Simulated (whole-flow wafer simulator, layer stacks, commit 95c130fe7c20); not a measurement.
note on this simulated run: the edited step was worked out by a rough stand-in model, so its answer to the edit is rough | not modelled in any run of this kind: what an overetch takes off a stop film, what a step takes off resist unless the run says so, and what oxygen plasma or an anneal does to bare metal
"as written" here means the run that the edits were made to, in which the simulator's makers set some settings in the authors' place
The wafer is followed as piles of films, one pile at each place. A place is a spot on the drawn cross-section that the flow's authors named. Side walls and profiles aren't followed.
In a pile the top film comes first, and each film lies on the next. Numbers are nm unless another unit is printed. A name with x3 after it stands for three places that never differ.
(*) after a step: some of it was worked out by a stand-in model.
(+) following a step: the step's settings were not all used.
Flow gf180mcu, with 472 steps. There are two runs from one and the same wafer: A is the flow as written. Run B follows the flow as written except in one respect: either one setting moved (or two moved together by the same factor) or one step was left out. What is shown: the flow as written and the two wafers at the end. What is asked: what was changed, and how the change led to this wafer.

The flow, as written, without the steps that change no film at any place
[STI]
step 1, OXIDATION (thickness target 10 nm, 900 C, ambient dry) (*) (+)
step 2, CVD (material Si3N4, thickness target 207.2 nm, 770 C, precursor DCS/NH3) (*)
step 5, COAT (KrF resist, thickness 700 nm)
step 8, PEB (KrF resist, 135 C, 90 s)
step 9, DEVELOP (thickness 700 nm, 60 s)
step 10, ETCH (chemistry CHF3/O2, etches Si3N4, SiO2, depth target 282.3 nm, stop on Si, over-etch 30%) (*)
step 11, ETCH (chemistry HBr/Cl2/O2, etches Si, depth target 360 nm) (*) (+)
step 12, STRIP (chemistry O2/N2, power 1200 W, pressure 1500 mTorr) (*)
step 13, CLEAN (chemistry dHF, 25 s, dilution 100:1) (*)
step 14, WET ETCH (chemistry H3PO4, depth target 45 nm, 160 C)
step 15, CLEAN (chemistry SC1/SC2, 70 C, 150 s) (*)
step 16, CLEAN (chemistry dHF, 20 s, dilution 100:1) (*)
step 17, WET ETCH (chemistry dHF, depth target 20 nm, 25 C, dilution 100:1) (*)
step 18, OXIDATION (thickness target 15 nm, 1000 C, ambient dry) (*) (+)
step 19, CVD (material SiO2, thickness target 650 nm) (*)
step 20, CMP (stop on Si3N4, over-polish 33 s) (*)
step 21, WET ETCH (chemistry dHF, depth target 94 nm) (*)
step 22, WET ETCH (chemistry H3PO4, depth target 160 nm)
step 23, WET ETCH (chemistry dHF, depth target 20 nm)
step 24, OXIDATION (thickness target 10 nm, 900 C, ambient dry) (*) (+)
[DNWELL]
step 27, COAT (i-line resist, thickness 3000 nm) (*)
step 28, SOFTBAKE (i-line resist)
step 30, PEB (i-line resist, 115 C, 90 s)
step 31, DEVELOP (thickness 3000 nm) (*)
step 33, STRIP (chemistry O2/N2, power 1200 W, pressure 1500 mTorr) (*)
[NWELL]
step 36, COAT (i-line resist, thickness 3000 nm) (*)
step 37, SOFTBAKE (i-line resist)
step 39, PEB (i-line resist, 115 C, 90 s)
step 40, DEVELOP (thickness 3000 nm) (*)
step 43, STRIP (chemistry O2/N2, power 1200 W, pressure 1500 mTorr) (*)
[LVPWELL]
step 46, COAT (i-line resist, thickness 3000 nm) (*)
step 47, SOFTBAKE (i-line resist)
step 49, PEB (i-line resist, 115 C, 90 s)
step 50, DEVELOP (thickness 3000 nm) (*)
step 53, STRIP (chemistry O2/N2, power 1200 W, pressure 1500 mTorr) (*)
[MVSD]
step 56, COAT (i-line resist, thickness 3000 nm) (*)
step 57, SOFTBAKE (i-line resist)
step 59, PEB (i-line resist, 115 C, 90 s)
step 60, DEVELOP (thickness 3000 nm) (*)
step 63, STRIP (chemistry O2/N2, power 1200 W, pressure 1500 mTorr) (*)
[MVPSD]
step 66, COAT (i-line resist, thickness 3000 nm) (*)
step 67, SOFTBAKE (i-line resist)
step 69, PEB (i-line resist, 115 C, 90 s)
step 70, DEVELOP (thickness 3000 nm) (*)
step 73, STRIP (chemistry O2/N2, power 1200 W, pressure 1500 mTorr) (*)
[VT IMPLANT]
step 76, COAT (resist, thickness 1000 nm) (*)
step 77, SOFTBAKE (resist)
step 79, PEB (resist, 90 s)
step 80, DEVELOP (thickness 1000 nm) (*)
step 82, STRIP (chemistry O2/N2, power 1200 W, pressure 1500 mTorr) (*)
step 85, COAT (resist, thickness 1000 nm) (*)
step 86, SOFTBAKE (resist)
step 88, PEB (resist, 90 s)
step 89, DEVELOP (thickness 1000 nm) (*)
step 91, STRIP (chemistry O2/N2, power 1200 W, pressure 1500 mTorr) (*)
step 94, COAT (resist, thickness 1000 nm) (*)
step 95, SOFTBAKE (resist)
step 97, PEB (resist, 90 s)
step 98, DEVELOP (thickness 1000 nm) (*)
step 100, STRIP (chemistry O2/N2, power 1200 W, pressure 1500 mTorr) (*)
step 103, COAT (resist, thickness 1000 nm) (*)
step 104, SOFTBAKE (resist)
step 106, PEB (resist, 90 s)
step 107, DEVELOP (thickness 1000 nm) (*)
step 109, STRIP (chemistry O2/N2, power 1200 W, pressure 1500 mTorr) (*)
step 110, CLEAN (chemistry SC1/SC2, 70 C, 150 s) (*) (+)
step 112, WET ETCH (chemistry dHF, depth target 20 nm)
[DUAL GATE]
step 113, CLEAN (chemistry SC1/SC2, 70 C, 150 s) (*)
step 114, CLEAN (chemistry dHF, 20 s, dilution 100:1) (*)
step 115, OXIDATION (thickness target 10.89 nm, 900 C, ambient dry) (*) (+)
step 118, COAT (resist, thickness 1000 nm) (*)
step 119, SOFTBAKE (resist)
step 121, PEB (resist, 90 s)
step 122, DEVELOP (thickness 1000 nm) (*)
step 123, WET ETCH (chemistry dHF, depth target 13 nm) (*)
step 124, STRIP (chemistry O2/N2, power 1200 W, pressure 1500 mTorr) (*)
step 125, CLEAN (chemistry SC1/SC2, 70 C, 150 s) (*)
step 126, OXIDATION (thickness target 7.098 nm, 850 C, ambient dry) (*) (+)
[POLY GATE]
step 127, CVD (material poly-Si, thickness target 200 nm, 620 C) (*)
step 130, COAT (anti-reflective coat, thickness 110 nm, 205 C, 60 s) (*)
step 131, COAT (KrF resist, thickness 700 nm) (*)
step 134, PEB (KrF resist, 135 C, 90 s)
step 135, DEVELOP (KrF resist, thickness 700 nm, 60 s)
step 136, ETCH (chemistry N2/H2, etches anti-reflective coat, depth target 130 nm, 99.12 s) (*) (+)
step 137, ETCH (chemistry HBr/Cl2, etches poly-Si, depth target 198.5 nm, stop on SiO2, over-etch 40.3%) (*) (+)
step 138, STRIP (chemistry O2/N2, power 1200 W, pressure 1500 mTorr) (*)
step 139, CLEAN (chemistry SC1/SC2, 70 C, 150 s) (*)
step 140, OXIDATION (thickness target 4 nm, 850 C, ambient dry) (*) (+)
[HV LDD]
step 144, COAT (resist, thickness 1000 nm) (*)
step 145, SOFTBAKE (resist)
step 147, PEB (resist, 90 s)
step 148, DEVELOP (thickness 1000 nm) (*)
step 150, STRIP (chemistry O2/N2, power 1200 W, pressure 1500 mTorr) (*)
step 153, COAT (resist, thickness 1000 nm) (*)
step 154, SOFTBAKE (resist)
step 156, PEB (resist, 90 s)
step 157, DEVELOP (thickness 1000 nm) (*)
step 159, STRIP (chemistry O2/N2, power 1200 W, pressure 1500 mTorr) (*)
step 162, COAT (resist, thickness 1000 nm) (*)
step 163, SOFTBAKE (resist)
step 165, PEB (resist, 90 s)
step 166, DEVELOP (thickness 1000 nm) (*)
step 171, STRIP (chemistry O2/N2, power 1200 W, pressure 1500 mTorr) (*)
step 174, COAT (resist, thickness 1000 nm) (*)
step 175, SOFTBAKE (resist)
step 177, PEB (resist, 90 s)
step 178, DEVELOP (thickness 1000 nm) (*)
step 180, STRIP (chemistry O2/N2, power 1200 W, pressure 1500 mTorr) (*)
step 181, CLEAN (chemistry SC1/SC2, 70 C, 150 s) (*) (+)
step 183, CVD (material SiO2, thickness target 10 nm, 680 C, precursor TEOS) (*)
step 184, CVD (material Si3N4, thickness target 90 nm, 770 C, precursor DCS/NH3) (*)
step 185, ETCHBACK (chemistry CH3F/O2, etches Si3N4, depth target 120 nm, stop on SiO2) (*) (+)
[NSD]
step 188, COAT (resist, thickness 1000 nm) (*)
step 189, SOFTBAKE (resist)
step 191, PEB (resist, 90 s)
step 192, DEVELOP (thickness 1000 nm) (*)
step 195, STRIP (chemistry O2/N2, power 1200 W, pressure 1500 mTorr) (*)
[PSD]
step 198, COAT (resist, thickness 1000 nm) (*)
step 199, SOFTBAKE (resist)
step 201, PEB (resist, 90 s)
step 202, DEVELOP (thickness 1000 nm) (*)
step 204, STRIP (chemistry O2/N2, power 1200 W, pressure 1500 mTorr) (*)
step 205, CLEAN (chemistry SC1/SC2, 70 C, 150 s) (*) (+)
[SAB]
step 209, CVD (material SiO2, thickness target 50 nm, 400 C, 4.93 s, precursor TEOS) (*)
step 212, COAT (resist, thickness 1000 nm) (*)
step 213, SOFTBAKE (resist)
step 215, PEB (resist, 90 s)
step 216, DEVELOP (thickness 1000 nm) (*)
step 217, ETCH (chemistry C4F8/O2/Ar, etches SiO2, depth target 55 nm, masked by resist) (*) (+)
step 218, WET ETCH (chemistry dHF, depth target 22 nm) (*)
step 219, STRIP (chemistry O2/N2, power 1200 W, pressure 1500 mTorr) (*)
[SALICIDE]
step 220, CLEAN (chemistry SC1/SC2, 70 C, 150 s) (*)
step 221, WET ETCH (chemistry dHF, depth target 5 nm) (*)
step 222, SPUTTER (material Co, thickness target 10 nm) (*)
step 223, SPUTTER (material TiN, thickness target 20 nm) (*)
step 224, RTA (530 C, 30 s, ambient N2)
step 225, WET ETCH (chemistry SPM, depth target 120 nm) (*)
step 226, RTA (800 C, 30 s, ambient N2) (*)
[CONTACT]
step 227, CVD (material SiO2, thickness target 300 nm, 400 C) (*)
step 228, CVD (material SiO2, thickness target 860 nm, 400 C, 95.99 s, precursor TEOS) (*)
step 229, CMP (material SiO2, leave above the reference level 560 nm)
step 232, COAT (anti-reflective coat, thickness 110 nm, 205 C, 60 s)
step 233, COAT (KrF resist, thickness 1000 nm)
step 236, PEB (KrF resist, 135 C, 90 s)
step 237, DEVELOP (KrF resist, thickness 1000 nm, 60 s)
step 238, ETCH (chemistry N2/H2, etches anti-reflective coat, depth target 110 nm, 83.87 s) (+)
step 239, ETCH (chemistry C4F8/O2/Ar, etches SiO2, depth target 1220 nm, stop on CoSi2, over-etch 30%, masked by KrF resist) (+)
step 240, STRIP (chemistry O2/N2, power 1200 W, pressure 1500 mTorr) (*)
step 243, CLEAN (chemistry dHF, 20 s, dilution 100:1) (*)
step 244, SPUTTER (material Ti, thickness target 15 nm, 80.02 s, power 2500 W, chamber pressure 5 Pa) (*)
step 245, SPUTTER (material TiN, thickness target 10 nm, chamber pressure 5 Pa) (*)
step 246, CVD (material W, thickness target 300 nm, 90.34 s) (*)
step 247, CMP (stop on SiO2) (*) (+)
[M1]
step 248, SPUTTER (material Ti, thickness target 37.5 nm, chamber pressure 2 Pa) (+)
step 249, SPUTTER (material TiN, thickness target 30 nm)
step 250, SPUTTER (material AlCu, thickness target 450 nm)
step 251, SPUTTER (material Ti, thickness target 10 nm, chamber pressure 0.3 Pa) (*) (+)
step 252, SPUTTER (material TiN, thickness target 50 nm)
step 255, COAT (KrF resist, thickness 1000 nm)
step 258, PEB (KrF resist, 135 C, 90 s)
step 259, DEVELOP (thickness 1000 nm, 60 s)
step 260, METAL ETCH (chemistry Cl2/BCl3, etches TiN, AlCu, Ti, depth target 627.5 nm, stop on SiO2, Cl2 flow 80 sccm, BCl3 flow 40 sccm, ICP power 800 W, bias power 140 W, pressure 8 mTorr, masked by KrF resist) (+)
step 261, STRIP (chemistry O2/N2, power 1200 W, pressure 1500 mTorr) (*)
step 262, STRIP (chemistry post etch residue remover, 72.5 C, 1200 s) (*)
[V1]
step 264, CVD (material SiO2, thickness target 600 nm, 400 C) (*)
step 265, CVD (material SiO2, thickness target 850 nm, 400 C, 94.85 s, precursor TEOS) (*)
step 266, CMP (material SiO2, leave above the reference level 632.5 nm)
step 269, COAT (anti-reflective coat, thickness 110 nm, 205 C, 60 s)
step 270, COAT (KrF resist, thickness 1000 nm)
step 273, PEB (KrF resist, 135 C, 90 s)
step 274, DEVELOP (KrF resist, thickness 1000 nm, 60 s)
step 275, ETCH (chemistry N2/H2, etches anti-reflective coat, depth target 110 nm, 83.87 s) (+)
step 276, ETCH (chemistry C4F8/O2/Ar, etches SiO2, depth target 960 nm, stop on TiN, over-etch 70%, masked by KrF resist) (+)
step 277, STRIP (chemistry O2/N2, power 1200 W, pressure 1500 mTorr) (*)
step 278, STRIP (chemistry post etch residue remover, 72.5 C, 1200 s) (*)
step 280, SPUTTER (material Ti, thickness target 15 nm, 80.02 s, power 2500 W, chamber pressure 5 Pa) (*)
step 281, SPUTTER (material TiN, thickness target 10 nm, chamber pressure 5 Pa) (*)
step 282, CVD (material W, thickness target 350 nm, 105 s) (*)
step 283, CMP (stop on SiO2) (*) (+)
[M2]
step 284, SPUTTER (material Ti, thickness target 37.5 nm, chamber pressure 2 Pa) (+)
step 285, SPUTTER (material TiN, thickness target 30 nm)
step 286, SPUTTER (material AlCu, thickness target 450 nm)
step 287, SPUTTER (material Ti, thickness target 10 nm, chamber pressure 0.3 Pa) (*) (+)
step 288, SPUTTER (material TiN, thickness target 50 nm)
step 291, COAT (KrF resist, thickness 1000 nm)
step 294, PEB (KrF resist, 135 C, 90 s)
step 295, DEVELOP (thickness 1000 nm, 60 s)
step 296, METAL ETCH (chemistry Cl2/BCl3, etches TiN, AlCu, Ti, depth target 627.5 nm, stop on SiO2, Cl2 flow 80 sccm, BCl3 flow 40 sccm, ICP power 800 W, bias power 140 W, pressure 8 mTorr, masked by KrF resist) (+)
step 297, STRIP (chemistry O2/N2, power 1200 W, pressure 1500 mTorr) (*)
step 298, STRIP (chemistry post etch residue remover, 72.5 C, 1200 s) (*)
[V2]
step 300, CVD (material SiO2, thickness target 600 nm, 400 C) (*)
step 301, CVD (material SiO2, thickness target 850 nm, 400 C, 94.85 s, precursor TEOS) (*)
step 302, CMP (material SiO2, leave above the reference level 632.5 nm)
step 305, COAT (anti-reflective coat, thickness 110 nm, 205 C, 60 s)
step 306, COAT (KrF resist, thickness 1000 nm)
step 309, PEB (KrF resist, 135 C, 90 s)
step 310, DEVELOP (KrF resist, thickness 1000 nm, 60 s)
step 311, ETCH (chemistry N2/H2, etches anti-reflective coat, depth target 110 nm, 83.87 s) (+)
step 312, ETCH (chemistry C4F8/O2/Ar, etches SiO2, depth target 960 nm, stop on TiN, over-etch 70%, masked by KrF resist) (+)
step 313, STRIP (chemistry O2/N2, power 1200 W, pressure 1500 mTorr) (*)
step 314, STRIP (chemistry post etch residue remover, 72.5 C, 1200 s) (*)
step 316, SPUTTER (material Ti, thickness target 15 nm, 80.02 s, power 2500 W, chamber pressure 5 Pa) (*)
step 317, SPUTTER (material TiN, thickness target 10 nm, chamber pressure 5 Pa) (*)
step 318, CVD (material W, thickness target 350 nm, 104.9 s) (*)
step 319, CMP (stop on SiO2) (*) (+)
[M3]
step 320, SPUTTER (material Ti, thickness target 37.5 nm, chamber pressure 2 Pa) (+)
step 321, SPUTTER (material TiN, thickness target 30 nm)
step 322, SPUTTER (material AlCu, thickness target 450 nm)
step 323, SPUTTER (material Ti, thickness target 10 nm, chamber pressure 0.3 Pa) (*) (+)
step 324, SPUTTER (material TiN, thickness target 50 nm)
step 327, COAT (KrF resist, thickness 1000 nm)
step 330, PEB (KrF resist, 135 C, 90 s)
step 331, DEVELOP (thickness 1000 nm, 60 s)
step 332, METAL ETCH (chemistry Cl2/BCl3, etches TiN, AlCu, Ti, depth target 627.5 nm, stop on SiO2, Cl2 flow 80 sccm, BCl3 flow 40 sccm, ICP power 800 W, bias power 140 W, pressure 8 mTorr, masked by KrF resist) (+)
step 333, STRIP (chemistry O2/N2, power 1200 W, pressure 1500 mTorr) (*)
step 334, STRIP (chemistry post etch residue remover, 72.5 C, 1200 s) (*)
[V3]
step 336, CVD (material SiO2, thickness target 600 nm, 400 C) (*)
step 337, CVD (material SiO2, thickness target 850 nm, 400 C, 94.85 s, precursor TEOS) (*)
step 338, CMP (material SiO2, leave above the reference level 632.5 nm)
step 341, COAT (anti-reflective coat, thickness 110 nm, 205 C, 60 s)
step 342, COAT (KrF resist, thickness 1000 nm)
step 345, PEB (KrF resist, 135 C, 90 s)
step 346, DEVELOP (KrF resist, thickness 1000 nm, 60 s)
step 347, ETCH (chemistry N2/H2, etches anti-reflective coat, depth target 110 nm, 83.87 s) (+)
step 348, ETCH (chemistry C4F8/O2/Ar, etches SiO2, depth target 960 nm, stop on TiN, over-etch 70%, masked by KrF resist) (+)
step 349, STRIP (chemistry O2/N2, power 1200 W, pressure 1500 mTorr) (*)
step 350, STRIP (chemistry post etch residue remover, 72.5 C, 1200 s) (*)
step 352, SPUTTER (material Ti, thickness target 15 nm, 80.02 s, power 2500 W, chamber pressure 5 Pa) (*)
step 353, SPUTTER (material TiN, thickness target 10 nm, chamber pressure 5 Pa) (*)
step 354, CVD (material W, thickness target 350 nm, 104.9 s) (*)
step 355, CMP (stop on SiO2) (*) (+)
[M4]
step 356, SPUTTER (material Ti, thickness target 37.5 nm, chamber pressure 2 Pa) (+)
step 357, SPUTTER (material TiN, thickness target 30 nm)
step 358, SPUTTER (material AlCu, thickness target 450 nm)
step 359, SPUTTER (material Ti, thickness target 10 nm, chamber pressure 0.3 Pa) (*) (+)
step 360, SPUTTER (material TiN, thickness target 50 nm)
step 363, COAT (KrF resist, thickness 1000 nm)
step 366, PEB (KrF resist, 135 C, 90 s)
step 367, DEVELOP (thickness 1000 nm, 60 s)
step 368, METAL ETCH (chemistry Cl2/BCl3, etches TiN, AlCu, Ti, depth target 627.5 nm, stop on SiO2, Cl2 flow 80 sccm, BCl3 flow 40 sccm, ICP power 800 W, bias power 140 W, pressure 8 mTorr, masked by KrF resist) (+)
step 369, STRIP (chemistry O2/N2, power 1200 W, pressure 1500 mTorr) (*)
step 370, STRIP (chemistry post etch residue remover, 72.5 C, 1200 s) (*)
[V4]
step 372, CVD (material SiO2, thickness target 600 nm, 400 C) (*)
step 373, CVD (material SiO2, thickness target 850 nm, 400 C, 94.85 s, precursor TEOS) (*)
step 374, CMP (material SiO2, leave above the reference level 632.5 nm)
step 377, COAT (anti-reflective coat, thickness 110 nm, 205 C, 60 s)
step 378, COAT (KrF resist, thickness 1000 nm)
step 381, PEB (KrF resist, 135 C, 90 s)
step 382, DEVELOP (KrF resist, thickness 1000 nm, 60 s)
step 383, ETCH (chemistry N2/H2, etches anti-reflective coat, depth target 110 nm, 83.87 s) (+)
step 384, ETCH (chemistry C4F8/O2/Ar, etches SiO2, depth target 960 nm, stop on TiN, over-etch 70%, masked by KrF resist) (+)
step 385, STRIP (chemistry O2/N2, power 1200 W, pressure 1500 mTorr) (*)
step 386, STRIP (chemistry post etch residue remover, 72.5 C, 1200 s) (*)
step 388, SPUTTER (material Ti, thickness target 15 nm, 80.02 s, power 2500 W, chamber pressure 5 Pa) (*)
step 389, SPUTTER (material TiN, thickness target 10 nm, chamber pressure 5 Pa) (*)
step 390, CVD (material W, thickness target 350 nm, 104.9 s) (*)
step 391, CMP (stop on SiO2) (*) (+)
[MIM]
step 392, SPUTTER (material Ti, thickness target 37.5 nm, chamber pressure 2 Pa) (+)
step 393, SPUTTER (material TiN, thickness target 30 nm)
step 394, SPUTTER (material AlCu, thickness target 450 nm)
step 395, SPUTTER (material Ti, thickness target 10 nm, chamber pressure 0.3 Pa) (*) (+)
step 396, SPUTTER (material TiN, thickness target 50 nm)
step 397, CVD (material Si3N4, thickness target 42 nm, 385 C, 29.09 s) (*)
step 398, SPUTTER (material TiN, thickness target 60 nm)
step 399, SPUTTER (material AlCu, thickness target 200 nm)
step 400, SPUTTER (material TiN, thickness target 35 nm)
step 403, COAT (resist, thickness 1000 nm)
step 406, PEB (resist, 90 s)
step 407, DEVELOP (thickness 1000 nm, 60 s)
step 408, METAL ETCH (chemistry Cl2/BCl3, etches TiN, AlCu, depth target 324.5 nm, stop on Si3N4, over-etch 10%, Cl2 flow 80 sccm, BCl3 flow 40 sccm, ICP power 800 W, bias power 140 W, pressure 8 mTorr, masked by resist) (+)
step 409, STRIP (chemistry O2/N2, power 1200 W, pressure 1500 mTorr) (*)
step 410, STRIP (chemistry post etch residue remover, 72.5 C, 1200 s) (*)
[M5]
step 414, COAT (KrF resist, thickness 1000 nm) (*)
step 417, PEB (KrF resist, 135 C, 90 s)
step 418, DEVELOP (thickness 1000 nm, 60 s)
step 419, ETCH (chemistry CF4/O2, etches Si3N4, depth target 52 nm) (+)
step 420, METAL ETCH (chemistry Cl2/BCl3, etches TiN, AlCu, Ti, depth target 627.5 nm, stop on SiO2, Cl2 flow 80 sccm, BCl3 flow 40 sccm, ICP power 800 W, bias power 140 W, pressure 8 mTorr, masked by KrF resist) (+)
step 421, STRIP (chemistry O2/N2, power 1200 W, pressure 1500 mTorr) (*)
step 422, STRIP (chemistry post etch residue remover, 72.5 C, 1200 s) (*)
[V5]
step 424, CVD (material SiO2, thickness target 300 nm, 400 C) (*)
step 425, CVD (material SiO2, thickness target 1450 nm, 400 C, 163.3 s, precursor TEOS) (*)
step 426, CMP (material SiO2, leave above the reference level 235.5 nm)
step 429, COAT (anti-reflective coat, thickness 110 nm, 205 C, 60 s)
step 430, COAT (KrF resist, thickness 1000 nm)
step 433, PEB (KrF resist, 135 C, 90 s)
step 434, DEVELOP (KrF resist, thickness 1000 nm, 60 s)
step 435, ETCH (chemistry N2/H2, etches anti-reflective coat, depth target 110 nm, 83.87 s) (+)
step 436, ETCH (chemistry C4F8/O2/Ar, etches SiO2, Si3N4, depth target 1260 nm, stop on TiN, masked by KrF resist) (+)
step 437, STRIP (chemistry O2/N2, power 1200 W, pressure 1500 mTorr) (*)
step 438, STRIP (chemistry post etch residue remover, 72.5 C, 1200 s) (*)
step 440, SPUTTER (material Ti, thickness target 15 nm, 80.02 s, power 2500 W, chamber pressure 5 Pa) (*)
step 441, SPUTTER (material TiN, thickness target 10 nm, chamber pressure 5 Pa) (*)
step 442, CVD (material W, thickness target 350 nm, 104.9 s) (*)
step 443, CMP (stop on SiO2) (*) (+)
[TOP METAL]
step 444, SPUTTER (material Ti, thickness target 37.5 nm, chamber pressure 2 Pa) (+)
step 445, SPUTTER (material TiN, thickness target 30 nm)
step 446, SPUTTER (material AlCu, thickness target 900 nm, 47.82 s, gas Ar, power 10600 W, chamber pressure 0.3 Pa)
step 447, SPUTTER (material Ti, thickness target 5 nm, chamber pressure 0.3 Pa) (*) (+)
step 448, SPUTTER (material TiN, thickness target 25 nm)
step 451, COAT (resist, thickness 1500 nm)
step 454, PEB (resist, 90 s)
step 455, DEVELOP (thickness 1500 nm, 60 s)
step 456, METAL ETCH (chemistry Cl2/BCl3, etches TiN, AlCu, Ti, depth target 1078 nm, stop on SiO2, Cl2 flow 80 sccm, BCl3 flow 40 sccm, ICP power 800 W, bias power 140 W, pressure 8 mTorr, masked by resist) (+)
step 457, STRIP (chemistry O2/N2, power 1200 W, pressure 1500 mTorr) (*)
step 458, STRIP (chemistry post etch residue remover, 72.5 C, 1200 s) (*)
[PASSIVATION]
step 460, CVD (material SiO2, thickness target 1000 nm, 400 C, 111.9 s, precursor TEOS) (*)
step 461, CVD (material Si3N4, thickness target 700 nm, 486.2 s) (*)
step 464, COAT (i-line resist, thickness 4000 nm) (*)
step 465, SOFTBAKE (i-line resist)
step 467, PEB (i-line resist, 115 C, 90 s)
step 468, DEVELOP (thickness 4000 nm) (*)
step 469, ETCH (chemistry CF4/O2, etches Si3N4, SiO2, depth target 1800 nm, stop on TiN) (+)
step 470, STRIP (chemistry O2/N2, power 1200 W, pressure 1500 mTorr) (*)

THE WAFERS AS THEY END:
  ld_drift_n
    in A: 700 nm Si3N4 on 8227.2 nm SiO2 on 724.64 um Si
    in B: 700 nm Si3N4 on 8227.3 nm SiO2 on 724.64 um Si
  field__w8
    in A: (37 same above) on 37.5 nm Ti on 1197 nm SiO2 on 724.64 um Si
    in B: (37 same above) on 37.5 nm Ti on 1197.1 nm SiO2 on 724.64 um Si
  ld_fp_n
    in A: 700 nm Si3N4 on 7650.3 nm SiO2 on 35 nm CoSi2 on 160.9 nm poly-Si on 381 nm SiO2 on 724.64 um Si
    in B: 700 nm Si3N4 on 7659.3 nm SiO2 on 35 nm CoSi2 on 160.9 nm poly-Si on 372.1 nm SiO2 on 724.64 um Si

The reason: step 21, WET ETCH: depth target 103 nm was run, while the flow as written has depth target 94 nm.

The path from the change to this, step by step:
  step 21, WET ETCH (chemistry dHF, depth target 94 nm) (*)
      active, n_well, p_well and 40 more: A -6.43 Si3N4 | B -7.04 Si3N4
      field, field_sub, sti and 34 more: A -94 SiO2 | B -103 SiO2
  step 28, SOFTBAKE (i-line resist)
      ldp_dft, ldp_drn: A +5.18 i-line resist | B +4.03 i-line resist
      field: A +3.04 i-line resist | B +2.23 i-line resist
      (also at 37 further places)
  step 37, SOFTBAKE (i-line resist)
      ldp_dft, ldp_drn: A +5.18 i-line resist | B +4.03 i-line resist
      field: A +3.04 i-line resist | B +2.23 i-line resist
      (also at 37 further places)
  step 47, SOFTBAKE (i-line resist)
      ldp_dft, ldp_drn: A +5.18 i-line resist | B +4.03 i-line resist
      field: A +3.04 i-line resist | B +2.23 i-line resist
      (also at 37 further places)
  step 57, SOFTBAKE (i-line resist)
      ldp_dft, ldp_drn: A +5.18 i-line resist | B +4.03 i-line resist
      field: A +3.04 i-line resist | B +2.23 i-line resist
      (also at 37 further places)
  step 67, SOFTBAKE (i-line resist)
      ldp_dft, ldp_drn: A +5.18 i-line resist | B +4.03 i-line resist
      field: A +3.04 i-line resist | B +2.23 i-line resist
      (also at 37 further places)
  step 130, COAT (anti-reflective coat, thickness 110 nm, 205 C, 60 s) (*)
      p_well, spacer, sd_n: A +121 anti-reflective coat (new film) | B +112.4 anti-reflective coat (new film)
      gate, gate_p: A +117 anti-reflective coat (new film) | B +113 anti-reflective coat (new film)
      (also at 65 further places)
  step 136, ETCH (chemistry N2/H2, etches anti-reflective coat, depth target 130 nm, 99.12 s) (*) (+)
      p_well, spacer, sd_n: A -121 anti-reflective coat (all of it), -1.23 poly-Si | B -112.4 anti-reflective coat (all of it), -1.45 poly-Si
      field__w1: A -99.6 anti-reflective coat (all of it), -1.78 poly-Si | B -104.8 anti-reflective coat (all of it), -1.64 poly-Si
      (also at 46 further places)
  step 138, STRIP (chemistry O2/N2, power 1200 W, pressure 1500 mTorr) (*)
      gate: A +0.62 chemical SiO2 (new film), -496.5 KrF resist (all of it), -117 anti-reflective coat (all of it), -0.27 poly-Si | B +0.62 chemical SiO2 (new film), -495.9 KrF resist (all of it), -113 anti-reflective coat (all of it), -0.27 poly-Si
      gate_hv: A +0.62 chemical SiO2 (new film), -495.3 KrF resist (all of it), -109.8 anti-reflective coat (all of it), -0.27 poly-Si | B +0.62 chemical SiO2 (new film), -493.8 KrF resist (all of it), -107.5 anti-reflective coat (all of it), -0.27 poly-Si
      (also at 18 further places)
  step 145, SOFTBAKE (resist)
      field: A nothing | B +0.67 resist
  step 154, SOFTBAKE (resist)
      field: A nothing | B +0.67 resist
  step 163, SOFTBAKE (resist)
      field: A nothing | B +0.67 resist
  step 175, SOFTBAKE (resist)
      field: A nothing | B +0.67 resist
  step 189, SOFTBAKE (resist)
      nw_enc_fld_lv__w3: A +0.35 resist | B -0.55 resist
      active_hv: A +0.78 resist | B +0.15 resist
  step 199, SOFTBAKE (resist)
      nw_enc_fld_lv__w3: A +0.35 resist | B -0.55 resist
      active_hv: A +0.78 resist | B +0.15 resist
  step 218, WET ETCH (chemistry dHF, depth target 22 nm) (*)
      sd_p_hv: A -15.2 SiO2 (all of it) | B -16 SiO2 (all of it)
  ... 2 further steps ...
  step 229, CMP (material SiO2, leave above the reference level 560 nm)
      ldn_sep__w1, ldn_sep__w2, ldn_out and 7 more: A -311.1 SiO2 | B -302.2 SiO2
      sti, mim_1p0, pad, dice_street, iso_nw_fld, iso_fld_sub: A -297 SiO2 | B -288 SiO2
      (also at 39 further places)
